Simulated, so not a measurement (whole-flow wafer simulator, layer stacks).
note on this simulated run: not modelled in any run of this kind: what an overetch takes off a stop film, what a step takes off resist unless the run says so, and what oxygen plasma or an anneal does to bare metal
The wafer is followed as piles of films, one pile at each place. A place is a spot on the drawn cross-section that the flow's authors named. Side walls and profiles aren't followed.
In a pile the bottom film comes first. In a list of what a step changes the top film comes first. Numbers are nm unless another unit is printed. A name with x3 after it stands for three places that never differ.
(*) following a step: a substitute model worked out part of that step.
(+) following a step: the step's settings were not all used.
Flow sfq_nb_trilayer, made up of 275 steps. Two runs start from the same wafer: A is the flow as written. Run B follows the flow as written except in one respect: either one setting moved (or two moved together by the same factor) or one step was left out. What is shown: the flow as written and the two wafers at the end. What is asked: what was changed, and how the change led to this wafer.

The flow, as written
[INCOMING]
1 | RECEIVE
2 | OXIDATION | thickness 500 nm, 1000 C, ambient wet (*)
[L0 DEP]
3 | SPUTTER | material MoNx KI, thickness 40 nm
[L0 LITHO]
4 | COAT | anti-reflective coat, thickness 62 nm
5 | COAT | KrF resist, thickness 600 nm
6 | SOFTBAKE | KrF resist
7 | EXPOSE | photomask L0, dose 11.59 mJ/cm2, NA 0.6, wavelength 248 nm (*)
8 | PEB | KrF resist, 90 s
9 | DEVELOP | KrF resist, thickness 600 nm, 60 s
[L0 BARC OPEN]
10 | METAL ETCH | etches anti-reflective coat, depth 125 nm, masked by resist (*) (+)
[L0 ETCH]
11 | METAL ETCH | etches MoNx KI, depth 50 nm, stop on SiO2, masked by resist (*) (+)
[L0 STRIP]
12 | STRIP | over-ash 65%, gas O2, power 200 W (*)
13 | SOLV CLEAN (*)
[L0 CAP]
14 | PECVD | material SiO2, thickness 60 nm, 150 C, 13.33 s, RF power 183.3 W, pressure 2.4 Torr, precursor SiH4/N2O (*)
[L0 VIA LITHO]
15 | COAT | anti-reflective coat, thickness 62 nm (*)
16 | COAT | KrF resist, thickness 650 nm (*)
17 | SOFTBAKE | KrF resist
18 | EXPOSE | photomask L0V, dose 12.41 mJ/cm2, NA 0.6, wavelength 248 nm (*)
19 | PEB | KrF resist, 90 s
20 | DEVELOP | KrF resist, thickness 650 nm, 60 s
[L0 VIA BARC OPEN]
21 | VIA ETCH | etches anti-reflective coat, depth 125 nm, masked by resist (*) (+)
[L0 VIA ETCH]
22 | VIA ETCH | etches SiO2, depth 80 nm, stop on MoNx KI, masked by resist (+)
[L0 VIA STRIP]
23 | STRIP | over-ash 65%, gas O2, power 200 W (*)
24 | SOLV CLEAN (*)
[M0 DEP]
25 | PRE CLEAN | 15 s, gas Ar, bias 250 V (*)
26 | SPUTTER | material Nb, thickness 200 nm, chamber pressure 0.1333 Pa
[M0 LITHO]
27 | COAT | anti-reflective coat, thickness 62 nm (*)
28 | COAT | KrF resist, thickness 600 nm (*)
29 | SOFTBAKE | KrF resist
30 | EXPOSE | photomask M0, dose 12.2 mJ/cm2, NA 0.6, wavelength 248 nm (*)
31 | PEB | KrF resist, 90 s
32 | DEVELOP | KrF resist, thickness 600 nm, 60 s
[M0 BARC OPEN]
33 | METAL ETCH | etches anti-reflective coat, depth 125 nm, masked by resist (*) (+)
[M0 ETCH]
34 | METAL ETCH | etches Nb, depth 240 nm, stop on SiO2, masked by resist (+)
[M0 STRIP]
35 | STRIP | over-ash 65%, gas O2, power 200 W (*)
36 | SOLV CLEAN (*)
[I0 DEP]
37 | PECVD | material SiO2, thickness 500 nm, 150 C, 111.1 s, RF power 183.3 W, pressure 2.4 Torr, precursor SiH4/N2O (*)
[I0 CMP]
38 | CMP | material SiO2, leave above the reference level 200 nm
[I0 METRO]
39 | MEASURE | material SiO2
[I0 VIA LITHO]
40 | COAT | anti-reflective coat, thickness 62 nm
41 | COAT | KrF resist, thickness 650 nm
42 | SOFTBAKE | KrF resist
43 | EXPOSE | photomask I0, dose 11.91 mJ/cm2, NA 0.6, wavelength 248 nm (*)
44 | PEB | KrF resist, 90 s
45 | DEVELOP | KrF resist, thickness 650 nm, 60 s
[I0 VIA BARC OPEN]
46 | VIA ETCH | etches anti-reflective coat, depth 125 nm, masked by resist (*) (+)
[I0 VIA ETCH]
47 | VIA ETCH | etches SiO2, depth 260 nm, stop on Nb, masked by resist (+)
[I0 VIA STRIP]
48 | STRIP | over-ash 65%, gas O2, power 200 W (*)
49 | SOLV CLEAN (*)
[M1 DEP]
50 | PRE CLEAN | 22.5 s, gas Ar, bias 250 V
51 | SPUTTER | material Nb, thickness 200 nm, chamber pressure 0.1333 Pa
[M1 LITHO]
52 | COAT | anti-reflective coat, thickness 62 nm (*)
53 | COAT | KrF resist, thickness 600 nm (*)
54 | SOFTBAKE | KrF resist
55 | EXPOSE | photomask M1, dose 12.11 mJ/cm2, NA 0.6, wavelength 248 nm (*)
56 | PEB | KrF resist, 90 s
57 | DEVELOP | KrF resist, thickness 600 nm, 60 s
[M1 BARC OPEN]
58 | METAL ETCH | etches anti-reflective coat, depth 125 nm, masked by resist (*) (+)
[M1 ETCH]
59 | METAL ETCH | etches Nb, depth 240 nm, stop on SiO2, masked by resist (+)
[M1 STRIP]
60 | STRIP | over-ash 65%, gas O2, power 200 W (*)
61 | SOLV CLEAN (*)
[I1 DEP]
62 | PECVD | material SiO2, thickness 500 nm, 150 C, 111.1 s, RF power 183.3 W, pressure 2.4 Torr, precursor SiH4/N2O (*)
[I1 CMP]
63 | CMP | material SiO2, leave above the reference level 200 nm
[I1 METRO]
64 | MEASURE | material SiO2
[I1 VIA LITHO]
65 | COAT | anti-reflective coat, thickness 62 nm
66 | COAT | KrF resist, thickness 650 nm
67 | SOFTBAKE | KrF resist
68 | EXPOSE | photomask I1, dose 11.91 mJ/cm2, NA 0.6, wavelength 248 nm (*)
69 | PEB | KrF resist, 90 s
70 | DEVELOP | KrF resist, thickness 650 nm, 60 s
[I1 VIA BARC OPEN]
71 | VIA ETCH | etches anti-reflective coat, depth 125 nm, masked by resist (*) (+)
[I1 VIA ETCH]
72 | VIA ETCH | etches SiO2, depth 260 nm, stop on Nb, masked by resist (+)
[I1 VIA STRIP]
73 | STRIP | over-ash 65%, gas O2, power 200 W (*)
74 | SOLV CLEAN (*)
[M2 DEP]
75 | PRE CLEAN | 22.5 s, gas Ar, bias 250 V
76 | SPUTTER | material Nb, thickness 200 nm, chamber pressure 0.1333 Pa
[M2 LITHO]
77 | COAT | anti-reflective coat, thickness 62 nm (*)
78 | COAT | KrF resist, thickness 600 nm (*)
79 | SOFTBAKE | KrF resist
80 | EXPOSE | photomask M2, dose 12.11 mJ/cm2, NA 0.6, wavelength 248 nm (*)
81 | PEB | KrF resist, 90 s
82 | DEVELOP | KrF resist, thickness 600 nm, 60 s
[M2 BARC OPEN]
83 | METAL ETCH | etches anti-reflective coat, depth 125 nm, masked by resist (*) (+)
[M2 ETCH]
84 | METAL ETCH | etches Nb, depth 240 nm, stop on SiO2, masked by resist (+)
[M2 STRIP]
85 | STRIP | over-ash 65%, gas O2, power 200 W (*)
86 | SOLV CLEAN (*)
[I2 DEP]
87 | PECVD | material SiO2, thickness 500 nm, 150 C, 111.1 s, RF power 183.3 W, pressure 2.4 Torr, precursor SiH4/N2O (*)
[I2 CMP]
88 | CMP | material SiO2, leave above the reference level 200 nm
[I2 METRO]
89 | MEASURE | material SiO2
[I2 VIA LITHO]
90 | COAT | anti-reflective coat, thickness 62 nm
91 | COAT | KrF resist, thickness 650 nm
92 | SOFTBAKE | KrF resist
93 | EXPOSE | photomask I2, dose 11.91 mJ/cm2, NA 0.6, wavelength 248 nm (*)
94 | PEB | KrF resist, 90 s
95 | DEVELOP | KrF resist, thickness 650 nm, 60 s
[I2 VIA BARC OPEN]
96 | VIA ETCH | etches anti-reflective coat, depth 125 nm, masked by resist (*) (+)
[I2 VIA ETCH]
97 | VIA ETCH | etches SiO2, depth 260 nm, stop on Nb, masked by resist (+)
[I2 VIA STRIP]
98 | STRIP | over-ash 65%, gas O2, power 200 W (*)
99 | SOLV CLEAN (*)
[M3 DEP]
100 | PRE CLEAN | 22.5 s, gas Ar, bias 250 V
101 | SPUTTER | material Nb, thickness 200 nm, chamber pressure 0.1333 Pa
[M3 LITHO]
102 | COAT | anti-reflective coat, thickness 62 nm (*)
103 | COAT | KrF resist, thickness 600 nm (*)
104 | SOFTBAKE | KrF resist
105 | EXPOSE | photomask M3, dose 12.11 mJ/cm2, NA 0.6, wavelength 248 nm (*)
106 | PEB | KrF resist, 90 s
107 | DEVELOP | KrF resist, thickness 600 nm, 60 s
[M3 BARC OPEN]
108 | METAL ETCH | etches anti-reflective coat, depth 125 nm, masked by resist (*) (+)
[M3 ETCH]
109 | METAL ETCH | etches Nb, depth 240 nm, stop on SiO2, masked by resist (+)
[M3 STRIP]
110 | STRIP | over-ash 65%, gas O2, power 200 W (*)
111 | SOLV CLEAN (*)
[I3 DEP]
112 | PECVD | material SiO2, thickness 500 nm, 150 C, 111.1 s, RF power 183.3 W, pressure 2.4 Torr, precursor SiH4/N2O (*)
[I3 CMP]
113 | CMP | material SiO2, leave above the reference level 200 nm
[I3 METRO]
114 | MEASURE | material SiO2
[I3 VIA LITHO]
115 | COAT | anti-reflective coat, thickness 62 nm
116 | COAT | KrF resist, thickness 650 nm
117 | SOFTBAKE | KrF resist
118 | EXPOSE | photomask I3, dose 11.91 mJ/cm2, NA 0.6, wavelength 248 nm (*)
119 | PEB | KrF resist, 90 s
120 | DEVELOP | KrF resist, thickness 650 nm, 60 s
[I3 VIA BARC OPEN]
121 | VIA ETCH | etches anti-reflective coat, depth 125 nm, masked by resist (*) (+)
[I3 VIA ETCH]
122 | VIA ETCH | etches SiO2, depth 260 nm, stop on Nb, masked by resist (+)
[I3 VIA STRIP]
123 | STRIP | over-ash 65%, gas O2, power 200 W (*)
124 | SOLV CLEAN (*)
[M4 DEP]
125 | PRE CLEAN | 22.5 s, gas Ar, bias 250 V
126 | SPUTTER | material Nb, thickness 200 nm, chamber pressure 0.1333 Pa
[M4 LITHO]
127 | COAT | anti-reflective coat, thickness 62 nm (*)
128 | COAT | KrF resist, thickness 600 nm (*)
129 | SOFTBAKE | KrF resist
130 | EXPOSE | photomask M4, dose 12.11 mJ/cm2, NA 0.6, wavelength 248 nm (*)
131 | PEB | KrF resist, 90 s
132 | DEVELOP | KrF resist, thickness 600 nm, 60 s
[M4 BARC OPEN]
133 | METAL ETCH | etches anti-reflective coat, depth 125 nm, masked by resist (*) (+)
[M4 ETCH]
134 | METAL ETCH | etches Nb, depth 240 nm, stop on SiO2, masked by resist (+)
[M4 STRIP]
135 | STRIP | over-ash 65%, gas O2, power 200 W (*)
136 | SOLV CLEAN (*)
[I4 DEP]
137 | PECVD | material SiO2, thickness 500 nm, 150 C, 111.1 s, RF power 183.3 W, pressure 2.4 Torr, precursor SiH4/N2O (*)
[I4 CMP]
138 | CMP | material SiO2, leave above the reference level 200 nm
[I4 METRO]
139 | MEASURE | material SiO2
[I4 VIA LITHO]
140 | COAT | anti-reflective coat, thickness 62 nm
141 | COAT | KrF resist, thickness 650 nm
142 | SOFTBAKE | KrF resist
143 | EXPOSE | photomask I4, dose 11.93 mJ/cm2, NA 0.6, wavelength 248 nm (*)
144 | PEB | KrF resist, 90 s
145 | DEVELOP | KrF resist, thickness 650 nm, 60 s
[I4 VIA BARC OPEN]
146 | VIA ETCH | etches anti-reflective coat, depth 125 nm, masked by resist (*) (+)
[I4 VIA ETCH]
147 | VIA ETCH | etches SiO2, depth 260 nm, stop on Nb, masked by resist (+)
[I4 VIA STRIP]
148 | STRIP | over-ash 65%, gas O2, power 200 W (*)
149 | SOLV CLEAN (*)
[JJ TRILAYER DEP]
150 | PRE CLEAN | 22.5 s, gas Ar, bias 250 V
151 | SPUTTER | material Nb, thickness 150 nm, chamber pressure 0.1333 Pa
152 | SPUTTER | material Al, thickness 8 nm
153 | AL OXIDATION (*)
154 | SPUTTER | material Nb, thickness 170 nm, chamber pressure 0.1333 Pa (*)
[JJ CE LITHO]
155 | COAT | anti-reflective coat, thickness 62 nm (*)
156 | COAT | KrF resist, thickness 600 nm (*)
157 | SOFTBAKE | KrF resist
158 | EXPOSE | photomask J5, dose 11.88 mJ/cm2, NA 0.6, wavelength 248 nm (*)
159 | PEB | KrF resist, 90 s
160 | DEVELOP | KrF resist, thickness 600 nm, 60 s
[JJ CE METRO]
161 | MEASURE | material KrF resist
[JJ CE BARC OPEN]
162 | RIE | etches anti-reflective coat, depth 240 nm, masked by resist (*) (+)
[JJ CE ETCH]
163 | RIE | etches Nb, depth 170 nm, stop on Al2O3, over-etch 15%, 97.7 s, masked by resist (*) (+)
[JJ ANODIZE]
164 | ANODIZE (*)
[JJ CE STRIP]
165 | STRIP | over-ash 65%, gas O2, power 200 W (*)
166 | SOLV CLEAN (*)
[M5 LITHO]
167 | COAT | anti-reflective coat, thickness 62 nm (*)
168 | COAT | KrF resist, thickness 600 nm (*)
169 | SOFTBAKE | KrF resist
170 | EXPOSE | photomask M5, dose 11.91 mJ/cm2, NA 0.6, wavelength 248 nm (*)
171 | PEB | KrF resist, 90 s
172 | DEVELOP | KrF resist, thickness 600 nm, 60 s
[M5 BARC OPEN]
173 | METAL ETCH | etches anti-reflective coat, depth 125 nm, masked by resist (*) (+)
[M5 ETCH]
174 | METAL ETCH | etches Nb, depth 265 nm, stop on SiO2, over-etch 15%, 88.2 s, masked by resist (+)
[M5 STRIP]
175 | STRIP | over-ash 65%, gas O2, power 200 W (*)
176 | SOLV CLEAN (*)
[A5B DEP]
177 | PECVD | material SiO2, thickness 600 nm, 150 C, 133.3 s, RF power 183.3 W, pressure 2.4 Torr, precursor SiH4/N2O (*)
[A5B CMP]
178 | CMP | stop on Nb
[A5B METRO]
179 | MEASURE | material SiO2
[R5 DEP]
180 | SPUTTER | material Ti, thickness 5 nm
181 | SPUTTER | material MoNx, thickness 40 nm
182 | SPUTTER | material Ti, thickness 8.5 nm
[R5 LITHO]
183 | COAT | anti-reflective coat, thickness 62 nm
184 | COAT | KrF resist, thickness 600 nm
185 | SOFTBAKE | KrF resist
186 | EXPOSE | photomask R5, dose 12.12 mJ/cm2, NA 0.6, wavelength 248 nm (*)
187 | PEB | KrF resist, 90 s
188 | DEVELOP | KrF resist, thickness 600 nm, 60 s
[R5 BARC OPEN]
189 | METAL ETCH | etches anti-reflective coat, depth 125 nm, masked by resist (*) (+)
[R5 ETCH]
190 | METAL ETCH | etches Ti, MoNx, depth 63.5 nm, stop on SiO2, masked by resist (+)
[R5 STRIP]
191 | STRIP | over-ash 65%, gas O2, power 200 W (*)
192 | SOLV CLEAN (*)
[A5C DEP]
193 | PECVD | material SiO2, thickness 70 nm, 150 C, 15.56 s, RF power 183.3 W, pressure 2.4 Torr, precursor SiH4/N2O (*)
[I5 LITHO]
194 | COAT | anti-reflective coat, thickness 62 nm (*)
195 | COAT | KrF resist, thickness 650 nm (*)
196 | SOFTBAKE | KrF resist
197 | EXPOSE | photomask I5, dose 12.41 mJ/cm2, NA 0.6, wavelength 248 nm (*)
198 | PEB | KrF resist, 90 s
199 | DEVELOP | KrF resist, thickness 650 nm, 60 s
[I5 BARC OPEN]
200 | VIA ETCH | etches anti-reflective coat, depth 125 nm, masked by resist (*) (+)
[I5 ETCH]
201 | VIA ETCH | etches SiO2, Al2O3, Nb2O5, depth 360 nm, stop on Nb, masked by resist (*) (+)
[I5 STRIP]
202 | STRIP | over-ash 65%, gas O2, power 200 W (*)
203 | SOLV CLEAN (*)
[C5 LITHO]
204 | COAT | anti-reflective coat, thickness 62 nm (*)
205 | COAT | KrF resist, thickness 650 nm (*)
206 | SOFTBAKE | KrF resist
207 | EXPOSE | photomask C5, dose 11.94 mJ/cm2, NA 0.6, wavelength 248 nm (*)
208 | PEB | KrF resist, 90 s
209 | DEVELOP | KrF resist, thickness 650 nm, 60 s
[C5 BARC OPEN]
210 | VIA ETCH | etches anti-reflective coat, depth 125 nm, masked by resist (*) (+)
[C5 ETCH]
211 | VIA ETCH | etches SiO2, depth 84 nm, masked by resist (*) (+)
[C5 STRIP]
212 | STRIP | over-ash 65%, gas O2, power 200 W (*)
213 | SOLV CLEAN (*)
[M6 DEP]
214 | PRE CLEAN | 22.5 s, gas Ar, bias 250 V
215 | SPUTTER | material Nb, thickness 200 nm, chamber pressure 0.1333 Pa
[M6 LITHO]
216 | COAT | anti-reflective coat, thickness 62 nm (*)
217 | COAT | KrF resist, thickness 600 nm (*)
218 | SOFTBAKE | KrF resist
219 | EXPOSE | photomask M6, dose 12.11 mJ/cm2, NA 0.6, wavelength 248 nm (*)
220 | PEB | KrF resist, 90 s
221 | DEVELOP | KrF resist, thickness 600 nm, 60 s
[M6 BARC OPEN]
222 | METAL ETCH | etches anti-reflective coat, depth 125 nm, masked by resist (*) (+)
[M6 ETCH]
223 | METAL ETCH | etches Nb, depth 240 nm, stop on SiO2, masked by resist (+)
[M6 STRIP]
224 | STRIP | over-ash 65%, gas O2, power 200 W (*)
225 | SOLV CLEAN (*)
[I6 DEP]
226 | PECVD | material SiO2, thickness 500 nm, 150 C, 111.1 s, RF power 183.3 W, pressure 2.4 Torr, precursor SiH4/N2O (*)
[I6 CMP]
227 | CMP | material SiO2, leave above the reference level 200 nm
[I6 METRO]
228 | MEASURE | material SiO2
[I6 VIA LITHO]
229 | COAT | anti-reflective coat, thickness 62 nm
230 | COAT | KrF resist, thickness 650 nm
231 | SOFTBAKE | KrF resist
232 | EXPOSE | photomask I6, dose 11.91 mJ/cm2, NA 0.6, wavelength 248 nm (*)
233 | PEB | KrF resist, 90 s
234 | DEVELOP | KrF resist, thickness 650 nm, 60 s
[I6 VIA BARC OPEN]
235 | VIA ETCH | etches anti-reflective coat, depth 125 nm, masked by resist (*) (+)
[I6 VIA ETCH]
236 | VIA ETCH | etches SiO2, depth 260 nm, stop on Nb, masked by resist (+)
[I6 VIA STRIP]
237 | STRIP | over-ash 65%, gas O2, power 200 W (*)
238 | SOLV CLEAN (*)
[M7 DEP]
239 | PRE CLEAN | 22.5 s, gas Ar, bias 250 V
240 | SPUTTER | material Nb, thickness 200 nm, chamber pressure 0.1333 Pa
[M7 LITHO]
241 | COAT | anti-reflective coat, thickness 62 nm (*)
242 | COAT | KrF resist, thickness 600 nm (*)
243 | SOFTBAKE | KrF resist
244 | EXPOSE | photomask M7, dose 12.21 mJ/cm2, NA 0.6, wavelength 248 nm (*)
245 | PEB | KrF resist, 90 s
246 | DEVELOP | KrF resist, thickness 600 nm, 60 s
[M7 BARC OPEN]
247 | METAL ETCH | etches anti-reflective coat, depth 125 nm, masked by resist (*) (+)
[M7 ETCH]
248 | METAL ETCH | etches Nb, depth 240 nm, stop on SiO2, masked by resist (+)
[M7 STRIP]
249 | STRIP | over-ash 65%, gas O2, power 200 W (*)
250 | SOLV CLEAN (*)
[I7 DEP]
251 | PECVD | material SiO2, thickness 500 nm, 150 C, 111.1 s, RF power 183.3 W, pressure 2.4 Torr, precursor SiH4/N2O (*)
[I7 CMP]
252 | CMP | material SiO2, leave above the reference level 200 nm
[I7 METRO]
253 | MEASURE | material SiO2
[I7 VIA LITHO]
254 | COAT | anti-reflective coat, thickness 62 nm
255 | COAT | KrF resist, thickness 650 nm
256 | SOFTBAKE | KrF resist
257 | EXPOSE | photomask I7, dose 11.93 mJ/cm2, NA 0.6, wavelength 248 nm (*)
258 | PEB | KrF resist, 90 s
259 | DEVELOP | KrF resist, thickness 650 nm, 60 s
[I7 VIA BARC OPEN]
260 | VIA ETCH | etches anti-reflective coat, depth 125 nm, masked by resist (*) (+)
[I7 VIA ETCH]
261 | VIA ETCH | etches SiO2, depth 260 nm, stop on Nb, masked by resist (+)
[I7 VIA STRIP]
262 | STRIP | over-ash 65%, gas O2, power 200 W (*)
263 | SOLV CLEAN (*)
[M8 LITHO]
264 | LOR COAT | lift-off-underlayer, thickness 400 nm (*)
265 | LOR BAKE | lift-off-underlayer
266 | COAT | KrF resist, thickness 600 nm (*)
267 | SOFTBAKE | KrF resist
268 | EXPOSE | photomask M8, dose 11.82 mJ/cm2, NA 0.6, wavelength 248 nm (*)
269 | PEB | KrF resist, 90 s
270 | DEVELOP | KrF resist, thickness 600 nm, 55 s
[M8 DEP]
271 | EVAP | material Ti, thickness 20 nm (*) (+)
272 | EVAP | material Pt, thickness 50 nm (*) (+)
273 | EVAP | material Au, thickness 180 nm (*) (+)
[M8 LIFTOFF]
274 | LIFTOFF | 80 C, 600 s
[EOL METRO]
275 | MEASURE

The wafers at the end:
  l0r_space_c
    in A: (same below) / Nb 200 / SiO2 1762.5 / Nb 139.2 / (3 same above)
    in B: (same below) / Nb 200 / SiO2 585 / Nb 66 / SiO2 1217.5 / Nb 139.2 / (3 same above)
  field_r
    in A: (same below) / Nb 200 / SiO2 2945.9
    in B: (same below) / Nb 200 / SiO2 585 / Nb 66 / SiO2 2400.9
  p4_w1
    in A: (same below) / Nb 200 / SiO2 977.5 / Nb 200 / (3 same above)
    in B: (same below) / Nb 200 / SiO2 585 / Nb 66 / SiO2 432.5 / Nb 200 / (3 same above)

Cause: step 76, SPUTTER: thickness 306 nm was run, while the flow as written has thickness 200 nm.

The path from the change to this, step by step:
  76 | SPUTTER | material Nb, thickness 200 nm, chamber pressure 0.1333 Pa
      field_l, v_sur, via_wl and 102 more: A +200 Nb (new film) | B +306 Nb (new film)
      via_v: A +174.5 Nb | B +268.7 Nb
  84 | METAL ETCH | etches Nb, depth 240 nm, stop on SiO2, masked by resist (+)
      field_l, be, be_sur and 81 more: A -200 Nb (all of it) | B -240 Nb
  87 | PECVD | material SiO2, thickness 500 nm, 150 C, 111.1 s, RF power 183.3 W, pressure 2.4 Torr, precursor SiH4/N2O (*)
      field_l, be, be_sur and 81 more: A +500 SiO2 | B +500 SiO2 (new film)
      via_v: A +606 SiO2 (new film) | B +593.3 SiO2 (new film)
  88 | CMP | material SiO2, leave above the reference level 200 nm
      field_l, be, be_sur and 81 more: A -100 SiO2 | B -60 SiO2
      via_v: A -181.6 SiO2 | B -157.1 SiO2
With metal films that touch counted as one body, l0r_space_c has 3 bodies (between them, from the top down: SiO2 1217.5; SiO2 585); the flow as written gives 2 bodies (between them, from the top down: SiO2 1762.5).
With metal films that touch counted as one body, field_r has 2 bodies (between them, from the top down: SiO2 585); the flow as written gives 1 body.
With metal films that touch counted as one body, p4_w1 has 4 bodies (between them, from the top down: SiO2 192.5; SiO2 432.5; SiO2 585); the flow as written gives 3 bodies (between them, from the top down: SiO2 192.5; SiO2 977.5).
